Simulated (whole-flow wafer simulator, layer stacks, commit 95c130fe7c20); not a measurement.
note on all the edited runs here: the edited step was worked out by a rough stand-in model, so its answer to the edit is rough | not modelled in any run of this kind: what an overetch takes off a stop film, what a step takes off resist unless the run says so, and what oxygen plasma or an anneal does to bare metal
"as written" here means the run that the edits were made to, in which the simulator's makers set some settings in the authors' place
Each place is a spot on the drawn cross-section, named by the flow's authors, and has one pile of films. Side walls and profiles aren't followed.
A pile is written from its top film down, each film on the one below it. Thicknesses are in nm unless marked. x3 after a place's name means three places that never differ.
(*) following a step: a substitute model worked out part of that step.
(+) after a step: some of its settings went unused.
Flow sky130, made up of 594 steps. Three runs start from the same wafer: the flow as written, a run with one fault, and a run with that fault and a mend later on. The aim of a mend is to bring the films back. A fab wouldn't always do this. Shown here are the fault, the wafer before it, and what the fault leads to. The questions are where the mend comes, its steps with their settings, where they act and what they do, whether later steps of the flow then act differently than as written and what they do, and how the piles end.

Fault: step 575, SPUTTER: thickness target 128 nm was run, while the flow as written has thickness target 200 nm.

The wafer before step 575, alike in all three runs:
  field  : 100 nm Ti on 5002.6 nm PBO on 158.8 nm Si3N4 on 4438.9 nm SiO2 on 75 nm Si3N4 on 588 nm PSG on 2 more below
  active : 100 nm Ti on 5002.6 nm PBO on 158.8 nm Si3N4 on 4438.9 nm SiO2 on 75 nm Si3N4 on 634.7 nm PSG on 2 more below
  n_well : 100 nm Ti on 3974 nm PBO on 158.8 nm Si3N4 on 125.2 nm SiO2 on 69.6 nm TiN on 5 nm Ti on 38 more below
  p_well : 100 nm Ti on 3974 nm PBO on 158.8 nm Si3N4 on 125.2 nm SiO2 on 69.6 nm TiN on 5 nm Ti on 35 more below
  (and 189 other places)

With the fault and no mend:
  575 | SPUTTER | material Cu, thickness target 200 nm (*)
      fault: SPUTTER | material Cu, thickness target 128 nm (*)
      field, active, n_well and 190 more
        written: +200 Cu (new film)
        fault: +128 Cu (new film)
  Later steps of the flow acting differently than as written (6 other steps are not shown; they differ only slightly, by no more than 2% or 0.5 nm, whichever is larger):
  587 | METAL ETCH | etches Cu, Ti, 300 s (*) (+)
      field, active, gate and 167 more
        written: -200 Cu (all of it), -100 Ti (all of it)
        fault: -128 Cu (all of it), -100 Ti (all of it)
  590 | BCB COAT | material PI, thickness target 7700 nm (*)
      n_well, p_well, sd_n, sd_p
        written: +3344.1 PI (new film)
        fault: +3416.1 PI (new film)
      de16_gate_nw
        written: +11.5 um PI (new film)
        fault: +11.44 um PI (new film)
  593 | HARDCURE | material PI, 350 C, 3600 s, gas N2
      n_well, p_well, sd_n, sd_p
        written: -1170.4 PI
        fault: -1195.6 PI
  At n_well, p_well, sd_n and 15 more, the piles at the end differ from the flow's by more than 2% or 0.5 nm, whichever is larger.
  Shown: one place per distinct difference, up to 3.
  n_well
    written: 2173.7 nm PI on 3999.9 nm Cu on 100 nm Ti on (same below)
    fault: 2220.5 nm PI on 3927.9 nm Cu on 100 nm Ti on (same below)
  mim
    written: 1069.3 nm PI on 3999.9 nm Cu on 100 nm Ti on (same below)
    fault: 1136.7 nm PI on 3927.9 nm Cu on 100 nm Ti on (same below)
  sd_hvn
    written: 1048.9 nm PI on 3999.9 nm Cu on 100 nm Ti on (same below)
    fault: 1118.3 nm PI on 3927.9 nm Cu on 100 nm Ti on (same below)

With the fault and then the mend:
  After step 582 comes the mend.
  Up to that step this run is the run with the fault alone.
  582a | STRIP | chemistry NMP, 80 C, 900 s
      wcut_nhv, wcut_phv, wcut_fox_pw and 23 more
        -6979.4 i-line resist (all of it)
      mim_edge_plate_strap, mim_edge_plate, mim_edge_gap, mim_edge_gap_sheet, vpp_l1ln, dnw_fox
        -6980.8 i-line resist (all of it)
      gate_len, gate_lvt_sd_len, gate_p_sd_len, gate_p_hvt_sd_len, gate_p_lvt_sd_len, gate_len_250
        -6982 i-line resist (all of it)
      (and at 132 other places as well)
  582b | SPUTTER | material Cu, thickness target 72 nm (*) (the flow's step 575, run once more with other settings)
      field, active, n_well and 190 more
        +72 Cu
  582c | HMDS | 120 C, 60 s (the flow's step 577, run once more)
      alters no film at any place that is followed
  582d | COAT | i-line resist, thickness 7000 nm (*) (the flow's step 578, run once more)
      dice_street, wcut_nhv, wcut_phv and 18 more
        +7000 i-line resist (new film)
      poly_ln, iso_pw_fox, gate_lvt_sd, active_lvt, spacer_lvt, sonos_sd, sonos_cell_x, sonos_guard_x
        +7003.2 i-line resist (new film)
      vpp_iso2, mim_edge_plate_strap, mim_edge_plate, mim_edge_gap, mim_edge_gap_sheet, gate_hv_nvt, de16_nw_sti
        +7001.4 i-line resist (new film)
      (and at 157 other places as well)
  582e | SOFTBAKE | i-line resist, 110 C, 180 s (the flow's step 579, run once more)
      de16_gate_pw, de16_pw_fp, de16_pw_sti, de16_psrc_nw
        -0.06 i-line resist
      field, active_lvt
        +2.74 i-line resist
      mim, vcap_hvt
        -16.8 i-line resist
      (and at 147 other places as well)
  582f | EXPOSE | photomask CU1M (the flow's step 580, run once more)
      alters no film at any place that is followed
  582g | PEB | i-line resist, 90 C, 60 s (the flow's step 581, run once more)
      field, active, n_well and 134 more
        -0.07 i-line resist
      pad
        -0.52 i-line resist
  582h | DEVELOP | thickness 7000 nm (*) (the flow's step 582, run once more)
      field, active, gate and 167 more
        -20.6 i-line resist
      n_well, p_well, sd_n, sd_p
        -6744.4 i-line resist (all of it)
      dep_nw_sti, dep_ntap_nw, de16_nw_sti
        -7000.7 i-line resist (all of it)
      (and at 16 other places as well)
  None of the later steps of the flow acts differently than as written at any place that is followed.
  By the end, the piles equal the flow's at every place that both follow.
